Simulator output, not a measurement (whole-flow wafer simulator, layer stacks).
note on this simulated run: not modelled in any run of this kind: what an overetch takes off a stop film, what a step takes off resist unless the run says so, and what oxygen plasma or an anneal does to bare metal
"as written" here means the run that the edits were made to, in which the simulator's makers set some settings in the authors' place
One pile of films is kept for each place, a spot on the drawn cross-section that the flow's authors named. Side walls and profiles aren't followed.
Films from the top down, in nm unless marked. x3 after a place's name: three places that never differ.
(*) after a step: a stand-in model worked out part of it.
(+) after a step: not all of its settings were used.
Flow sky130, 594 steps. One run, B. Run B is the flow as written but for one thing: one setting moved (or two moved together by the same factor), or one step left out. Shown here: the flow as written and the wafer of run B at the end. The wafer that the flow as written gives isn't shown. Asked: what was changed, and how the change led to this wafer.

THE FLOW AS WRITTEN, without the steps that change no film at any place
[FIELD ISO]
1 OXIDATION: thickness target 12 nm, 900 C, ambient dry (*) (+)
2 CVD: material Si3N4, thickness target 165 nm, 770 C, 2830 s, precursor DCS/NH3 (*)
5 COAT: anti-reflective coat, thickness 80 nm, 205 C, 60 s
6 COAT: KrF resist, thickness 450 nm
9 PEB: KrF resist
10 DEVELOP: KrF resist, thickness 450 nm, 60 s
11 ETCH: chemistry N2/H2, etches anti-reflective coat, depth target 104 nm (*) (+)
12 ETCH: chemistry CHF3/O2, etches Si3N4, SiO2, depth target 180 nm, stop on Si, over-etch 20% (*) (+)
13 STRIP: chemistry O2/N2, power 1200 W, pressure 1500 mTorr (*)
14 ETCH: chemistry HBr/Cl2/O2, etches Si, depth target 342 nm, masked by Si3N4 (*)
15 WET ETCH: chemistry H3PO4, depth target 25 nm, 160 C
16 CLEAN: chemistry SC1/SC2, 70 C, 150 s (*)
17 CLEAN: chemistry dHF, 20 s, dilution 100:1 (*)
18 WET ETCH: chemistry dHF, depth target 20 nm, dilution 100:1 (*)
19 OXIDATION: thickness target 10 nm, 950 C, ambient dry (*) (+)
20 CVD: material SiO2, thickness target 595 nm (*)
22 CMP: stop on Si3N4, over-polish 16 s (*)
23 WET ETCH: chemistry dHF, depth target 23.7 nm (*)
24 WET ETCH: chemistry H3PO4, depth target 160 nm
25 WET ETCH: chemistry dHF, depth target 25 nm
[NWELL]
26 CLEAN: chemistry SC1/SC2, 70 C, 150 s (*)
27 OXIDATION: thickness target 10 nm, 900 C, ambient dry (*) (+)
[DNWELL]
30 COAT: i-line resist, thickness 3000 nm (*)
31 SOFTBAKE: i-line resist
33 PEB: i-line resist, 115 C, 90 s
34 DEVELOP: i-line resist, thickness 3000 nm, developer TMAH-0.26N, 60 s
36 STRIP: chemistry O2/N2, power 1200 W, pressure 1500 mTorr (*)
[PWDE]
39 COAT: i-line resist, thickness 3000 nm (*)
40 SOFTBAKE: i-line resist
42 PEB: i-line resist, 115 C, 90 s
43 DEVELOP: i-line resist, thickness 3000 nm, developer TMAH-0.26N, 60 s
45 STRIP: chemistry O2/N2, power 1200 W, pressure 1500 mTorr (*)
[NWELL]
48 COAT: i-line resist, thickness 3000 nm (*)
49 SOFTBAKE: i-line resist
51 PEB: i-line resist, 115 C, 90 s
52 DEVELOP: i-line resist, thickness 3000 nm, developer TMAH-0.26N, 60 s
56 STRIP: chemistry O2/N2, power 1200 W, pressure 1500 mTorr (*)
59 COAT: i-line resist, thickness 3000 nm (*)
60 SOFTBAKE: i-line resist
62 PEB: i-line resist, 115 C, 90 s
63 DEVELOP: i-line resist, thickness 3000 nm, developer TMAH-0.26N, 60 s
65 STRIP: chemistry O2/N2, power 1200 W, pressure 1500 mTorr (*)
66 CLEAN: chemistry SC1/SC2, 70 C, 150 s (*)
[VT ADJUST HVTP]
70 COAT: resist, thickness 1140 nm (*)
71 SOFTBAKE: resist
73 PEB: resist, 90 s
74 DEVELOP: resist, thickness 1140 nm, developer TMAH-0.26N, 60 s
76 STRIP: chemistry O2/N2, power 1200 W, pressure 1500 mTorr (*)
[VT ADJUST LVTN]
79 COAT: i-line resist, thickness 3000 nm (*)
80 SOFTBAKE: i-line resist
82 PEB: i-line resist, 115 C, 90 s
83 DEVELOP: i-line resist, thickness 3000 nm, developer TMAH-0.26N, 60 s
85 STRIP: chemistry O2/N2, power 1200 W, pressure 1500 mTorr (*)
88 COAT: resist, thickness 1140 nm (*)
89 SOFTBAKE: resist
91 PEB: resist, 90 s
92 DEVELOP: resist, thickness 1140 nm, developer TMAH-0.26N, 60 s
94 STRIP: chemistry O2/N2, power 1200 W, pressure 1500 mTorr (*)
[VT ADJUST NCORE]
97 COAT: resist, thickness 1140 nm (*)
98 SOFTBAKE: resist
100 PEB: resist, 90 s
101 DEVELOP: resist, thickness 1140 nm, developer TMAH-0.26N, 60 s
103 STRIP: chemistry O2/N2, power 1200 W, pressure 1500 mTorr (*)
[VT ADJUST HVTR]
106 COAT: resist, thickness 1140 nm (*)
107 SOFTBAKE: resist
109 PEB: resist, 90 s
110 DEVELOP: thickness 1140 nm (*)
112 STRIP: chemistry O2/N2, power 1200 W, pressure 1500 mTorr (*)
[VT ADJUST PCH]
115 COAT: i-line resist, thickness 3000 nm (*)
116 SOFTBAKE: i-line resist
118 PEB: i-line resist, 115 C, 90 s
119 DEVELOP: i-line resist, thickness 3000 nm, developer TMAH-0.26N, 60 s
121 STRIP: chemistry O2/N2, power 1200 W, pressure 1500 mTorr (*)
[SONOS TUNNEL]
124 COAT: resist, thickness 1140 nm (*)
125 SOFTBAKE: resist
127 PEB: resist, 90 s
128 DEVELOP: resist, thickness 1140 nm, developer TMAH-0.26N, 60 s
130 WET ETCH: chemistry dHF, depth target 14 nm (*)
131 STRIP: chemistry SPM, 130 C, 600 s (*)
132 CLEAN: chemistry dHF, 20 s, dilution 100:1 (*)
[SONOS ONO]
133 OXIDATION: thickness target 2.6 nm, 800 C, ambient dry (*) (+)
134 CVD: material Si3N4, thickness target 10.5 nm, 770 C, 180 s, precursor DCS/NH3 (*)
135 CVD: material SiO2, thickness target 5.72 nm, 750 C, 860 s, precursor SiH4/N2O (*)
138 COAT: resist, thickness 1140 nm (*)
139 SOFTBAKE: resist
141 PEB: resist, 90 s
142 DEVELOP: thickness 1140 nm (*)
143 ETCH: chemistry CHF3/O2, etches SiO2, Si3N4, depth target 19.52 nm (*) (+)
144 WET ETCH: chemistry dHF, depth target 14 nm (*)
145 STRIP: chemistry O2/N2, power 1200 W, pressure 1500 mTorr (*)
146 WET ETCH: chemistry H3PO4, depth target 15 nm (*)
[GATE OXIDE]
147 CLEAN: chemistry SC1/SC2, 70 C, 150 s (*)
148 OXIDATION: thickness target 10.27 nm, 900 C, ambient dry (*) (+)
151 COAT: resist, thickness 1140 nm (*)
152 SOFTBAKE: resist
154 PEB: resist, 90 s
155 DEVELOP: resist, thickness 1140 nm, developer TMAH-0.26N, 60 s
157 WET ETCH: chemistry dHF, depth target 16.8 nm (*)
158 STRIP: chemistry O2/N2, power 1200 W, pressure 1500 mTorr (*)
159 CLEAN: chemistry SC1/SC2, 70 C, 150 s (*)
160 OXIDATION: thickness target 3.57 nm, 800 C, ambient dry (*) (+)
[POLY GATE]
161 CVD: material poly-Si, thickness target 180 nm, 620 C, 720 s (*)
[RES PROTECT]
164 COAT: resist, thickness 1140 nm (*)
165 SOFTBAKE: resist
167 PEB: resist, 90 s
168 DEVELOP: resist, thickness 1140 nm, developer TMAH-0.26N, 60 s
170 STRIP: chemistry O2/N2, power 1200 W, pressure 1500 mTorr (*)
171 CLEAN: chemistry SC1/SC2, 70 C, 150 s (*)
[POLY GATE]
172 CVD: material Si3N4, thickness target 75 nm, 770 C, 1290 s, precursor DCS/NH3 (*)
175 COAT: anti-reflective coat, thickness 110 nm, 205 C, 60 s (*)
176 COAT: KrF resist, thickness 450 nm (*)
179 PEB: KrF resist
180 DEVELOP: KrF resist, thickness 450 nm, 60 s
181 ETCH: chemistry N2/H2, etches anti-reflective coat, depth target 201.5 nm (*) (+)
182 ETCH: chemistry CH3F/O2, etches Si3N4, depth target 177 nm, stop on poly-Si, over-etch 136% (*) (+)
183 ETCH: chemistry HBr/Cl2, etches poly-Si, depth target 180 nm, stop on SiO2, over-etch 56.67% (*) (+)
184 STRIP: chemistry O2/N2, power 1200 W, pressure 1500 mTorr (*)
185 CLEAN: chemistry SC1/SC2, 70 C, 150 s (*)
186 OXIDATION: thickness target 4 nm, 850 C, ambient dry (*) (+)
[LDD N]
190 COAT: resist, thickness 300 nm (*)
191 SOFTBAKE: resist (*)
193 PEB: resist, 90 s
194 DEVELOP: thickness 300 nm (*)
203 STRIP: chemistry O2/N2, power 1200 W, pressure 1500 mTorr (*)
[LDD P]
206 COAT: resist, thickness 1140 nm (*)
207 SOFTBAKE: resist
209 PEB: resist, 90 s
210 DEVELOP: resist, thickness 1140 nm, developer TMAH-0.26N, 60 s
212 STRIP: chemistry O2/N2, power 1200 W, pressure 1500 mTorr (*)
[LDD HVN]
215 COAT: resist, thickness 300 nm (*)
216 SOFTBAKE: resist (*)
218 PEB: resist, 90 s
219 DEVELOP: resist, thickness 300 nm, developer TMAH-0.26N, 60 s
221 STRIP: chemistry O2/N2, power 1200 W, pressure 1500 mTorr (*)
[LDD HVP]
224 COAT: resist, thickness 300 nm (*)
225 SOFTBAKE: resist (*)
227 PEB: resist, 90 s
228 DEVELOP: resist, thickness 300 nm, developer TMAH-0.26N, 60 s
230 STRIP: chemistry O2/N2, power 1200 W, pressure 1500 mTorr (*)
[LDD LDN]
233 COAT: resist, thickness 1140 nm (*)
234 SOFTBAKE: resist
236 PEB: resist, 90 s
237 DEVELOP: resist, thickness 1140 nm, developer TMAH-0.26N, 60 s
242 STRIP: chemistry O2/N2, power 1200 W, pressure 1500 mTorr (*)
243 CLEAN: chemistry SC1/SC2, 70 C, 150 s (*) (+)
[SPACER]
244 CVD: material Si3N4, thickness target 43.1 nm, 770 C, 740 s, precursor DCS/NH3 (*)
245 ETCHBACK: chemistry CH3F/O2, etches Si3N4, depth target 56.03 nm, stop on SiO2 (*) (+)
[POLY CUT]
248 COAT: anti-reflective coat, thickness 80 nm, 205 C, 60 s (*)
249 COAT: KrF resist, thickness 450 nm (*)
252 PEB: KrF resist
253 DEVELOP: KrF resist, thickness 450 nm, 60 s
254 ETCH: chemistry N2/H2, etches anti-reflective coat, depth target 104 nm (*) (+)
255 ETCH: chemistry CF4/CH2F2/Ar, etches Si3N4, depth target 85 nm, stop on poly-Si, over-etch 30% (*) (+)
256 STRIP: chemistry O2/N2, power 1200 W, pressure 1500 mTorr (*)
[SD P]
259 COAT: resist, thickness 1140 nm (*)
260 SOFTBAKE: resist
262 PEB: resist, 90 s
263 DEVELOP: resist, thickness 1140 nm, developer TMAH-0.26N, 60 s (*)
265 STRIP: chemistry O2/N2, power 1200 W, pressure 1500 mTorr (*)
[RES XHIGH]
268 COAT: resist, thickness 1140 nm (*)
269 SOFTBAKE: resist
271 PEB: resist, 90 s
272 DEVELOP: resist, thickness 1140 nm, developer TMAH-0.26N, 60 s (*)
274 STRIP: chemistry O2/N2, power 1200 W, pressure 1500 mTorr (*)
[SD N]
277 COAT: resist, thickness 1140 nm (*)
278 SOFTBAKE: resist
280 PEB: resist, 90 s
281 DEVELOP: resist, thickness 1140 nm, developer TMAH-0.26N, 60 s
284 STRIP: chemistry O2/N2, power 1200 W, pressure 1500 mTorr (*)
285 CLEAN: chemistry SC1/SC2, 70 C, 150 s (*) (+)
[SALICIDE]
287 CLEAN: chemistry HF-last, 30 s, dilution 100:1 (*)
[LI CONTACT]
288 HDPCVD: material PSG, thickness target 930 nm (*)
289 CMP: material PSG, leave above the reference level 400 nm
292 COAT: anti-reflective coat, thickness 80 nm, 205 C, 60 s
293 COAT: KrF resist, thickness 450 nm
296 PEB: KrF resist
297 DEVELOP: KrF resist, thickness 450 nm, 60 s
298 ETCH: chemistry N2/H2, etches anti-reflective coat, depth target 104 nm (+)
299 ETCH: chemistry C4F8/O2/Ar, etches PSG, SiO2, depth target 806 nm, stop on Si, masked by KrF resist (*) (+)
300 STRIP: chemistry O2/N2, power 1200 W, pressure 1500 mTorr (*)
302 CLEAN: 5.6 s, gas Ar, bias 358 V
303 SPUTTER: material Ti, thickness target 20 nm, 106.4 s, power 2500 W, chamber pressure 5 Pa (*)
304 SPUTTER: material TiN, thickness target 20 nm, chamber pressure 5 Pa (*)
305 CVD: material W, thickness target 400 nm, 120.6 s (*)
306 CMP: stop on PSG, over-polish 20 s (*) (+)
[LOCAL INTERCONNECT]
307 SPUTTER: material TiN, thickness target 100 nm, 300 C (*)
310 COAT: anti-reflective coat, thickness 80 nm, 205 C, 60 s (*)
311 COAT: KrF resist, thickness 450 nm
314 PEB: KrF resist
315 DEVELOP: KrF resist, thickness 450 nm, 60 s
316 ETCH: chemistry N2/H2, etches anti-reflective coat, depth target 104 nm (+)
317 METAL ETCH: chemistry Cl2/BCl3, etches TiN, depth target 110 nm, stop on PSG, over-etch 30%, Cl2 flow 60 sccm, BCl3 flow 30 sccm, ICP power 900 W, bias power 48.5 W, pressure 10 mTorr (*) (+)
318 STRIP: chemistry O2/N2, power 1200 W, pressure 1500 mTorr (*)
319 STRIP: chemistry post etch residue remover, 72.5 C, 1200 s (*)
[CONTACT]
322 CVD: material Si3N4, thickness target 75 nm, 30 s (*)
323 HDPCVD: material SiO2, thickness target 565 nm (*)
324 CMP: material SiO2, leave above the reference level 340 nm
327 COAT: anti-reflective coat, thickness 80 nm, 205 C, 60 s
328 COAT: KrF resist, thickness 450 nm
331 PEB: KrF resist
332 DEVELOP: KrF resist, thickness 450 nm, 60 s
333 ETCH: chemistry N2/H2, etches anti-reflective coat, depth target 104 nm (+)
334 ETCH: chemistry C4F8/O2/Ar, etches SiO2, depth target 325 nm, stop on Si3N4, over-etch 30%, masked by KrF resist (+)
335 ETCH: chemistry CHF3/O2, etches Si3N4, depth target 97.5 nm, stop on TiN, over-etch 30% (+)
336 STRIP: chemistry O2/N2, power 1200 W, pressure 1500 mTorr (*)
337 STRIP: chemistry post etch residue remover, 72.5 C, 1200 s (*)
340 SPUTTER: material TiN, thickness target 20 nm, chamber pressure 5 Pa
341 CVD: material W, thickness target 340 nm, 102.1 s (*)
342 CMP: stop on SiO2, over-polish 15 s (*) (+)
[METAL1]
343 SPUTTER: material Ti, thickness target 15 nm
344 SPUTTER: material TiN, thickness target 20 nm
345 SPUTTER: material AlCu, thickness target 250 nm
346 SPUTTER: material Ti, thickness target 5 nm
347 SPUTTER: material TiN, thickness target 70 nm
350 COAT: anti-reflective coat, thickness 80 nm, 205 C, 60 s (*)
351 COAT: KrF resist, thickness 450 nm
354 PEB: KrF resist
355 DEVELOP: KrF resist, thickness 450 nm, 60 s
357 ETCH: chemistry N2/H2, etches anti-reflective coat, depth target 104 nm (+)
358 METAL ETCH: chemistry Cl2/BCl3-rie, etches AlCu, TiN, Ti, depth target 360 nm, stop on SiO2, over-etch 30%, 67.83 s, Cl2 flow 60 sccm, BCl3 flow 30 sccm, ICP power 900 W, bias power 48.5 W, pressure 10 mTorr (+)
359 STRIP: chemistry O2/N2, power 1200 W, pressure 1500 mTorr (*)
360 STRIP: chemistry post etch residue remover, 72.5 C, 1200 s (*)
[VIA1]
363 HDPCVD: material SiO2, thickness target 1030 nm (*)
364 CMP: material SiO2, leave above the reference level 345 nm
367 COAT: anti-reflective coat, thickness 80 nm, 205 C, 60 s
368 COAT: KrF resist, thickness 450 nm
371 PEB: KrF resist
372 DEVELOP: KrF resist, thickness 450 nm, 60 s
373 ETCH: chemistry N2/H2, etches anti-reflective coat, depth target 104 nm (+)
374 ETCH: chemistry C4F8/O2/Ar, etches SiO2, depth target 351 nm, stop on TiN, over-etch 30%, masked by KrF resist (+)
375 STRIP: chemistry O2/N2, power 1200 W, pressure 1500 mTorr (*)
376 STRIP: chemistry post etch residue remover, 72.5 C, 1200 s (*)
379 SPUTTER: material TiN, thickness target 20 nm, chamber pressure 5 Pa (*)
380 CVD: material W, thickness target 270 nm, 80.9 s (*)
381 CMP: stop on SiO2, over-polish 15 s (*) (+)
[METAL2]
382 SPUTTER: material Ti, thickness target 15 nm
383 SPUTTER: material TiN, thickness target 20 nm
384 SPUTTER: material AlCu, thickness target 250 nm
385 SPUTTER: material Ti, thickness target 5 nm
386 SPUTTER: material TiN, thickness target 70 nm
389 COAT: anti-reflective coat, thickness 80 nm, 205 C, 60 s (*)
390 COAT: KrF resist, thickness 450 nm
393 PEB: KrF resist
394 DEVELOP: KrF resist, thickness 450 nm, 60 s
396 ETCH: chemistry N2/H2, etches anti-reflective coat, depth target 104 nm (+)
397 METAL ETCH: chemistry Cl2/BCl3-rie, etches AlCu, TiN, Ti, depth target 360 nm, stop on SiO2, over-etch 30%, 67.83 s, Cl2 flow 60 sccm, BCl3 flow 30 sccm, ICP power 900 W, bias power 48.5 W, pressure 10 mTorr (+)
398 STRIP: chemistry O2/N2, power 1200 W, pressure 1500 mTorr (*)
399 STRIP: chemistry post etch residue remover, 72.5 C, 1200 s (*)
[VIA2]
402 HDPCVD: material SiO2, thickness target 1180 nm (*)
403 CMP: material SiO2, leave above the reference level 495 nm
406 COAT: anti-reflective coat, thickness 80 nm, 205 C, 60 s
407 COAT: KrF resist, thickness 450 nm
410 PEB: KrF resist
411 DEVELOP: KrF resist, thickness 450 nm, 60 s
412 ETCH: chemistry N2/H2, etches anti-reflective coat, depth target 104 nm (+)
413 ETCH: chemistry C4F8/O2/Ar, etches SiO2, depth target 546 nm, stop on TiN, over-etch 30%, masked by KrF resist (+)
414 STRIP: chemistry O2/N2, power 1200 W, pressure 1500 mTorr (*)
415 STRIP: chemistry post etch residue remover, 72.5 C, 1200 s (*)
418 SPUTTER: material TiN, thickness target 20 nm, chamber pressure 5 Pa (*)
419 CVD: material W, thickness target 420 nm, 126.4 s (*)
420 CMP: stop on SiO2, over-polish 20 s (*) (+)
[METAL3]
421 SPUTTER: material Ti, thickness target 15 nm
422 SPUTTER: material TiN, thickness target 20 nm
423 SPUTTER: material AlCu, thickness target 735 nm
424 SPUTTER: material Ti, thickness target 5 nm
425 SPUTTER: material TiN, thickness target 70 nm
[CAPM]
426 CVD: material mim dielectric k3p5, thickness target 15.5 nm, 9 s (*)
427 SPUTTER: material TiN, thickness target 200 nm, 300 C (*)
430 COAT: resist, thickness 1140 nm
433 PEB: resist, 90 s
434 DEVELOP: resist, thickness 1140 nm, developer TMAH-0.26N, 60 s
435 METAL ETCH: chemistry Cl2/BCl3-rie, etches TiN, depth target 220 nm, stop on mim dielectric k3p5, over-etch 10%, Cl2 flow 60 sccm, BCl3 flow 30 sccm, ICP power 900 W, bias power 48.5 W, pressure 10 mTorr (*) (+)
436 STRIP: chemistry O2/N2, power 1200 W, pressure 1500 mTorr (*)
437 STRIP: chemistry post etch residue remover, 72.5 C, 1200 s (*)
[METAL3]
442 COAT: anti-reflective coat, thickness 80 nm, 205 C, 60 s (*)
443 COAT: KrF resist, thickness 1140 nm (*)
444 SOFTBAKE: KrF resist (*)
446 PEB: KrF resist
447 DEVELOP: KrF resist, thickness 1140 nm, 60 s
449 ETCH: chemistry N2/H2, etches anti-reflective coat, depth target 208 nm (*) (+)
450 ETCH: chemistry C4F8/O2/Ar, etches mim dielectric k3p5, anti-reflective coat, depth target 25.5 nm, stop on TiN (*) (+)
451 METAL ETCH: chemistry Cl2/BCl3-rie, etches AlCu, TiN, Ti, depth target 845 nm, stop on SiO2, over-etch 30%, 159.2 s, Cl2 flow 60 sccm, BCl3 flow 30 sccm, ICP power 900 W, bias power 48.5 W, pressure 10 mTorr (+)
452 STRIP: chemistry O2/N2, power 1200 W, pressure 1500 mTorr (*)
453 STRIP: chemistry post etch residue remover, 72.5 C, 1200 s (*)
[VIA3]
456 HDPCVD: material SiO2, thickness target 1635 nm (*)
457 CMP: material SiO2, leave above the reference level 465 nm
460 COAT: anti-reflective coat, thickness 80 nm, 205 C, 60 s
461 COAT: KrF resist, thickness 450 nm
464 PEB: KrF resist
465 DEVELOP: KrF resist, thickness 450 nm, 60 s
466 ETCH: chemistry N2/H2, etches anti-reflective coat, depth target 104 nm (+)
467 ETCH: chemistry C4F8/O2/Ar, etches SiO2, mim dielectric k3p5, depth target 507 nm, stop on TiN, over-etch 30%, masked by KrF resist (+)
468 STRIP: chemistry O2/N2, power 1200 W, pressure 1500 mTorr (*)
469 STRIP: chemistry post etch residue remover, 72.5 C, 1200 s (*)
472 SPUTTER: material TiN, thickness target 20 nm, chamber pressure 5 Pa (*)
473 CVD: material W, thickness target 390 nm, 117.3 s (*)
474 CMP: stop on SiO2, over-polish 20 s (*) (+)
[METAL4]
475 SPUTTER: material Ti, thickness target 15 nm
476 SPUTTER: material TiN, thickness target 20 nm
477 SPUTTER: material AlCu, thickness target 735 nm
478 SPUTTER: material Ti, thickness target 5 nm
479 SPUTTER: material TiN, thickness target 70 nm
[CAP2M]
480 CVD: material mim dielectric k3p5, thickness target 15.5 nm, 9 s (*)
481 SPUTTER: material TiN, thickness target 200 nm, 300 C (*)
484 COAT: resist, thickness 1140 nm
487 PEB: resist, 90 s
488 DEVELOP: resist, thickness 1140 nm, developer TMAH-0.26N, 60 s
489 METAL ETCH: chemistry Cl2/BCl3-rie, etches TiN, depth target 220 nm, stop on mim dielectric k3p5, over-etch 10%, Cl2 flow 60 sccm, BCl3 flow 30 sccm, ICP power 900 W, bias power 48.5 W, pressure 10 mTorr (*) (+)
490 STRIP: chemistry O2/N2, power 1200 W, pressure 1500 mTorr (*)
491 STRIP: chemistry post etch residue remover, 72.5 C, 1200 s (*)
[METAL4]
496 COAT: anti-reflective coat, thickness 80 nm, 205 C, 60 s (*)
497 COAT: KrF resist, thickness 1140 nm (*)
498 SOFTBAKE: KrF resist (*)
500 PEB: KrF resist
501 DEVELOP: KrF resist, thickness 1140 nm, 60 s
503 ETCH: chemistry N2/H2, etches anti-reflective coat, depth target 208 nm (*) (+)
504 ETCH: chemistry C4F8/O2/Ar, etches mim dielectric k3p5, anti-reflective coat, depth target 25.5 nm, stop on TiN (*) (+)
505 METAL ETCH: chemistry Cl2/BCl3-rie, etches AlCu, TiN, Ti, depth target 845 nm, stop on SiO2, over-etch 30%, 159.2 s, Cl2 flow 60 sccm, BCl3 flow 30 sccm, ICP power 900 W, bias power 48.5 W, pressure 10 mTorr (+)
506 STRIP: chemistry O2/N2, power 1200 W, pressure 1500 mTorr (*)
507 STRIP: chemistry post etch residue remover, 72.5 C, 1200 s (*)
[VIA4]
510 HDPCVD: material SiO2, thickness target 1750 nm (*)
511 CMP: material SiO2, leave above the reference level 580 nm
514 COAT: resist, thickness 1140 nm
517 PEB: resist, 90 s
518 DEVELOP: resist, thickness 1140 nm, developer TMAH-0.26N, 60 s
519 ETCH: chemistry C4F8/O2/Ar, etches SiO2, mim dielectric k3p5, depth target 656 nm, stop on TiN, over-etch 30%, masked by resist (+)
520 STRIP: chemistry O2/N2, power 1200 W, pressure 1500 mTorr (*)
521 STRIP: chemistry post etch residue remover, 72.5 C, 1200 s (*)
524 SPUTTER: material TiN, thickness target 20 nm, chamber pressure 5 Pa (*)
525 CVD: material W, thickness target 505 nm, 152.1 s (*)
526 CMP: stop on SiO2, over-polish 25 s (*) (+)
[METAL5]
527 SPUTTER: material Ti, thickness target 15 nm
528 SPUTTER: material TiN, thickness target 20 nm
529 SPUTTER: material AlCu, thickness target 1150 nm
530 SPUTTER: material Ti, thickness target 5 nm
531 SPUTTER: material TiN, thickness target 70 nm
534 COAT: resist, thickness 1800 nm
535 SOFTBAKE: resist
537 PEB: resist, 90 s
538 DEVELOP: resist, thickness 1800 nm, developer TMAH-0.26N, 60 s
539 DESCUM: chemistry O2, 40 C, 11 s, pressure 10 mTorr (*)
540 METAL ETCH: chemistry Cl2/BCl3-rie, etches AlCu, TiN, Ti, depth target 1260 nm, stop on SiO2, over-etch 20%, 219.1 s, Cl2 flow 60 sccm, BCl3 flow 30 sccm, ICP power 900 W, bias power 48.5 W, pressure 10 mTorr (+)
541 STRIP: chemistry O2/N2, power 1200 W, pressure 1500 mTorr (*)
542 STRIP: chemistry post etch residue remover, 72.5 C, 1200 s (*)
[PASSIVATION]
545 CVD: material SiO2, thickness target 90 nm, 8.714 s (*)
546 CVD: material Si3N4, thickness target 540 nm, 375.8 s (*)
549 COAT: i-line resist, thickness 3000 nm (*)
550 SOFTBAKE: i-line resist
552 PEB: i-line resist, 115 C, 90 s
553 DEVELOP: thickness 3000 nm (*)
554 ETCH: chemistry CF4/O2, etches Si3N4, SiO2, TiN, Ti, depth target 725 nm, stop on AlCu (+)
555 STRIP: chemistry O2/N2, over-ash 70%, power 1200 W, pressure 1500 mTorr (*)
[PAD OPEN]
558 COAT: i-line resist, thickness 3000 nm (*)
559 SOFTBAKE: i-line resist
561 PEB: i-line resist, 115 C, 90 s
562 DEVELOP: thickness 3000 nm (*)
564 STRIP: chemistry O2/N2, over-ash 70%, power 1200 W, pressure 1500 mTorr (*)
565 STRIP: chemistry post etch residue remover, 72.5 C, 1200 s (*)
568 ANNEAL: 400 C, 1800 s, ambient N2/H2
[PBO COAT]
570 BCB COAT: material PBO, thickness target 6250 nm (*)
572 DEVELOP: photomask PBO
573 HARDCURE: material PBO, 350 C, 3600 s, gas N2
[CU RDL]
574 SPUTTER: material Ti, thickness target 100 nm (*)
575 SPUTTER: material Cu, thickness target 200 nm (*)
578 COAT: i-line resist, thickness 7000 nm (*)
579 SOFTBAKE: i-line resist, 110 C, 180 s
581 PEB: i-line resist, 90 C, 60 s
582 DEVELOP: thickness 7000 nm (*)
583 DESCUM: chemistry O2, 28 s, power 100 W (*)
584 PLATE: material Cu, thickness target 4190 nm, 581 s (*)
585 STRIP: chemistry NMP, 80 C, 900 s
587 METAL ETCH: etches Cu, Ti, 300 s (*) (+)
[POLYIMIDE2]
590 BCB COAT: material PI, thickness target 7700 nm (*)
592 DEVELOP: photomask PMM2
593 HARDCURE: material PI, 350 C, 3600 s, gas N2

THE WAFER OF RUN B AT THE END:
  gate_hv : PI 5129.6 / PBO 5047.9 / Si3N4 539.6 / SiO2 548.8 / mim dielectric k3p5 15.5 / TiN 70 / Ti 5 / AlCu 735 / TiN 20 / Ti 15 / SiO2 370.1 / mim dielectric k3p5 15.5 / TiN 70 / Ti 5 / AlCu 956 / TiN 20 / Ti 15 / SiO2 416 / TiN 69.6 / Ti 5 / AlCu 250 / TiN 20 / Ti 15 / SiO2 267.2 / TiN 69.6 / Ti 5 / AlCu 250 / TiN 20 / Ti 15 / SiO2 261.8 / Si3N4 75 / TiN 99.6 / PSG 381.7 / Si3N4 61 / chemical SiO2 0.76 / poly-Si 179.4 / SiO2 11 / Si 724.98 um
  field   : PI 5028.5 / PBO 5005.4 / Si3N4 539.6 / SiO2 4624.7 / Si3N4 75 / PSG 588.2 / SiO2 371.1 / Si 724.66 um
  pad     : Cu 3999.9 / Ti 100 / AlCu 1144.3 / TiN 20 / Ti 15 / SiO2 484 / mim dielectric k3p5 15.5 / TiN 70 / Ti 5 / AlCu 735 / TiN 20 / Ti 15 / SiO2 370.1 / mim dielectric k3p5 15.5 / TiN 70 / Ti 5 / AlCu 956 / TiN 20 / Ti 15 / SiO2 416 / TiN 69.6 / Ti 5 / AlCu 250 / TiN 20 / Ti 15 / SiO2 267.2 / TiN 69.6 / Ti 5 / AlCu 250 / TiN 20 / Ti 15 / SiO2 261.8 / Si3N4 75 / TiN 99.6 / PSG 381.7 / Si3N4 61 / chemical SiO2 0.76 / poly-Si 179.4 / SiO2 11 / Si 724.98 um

The cause: step 423, SPUTTER: thickness target 956 nm was run, where the flow has thickness target 735 nm.
It can be read off the wafer: gate_hv has AlCu 956, and step 423 as written asks for 735 nm.

How the change led to this, step by step:
  423 SPUTTER: material AlCu, thickness target 735 nm
      field, active, n_well and 188 more: AlCu +956 (new film) (as written it would be: AlCu +735 (new film))
  451 METAL ETCH: chemistry Cl2/BCl3-rie, etches AlCu, TiN, Ti, depth target 845 nm, stop on SiO2, over-etch 30%, 159.2 s, Cl2 flow 60 sccm, BCl3 flow 30 sccm, ICP power 900 W, bias power 48.5 W, pressure 10 mTorr (+)
      field, active, gate and 69 more: TiN -70 (all of it), Ti -5 (all of it), AlCu -956 (all of it), TiN -20 (all of it), Ti -15 (all of it), SiO2 -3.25 (as written it would be: TiN -70 (all of it), Ti -5 (all of it), AlCu -735 (all of it), TiN -20 (all of it), Ti -15 (all of it), SiO2 -25.4)
      vpp_ln, vpp_iso2, ndiff_ln and 10 more: TiN -70 (all of it), Ti -5 (all of it), AlCu -956 (all of it), TiN -20 (all of it), Ti -15 (all of it), SiO2 -3.25 (as written it would be: TiN -70 (all of it), Ti -5 (all of it), AlCu -735 (all of it), TiN -20 (all of it), Ti -15 (all of it), SiO2 -25.3)
  457 CMP: material SiO2, leave above the reference level 465 nm
      field, active, gate and 82 more: SiO2 -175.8 (as written it would be: SiO2 -374.7)
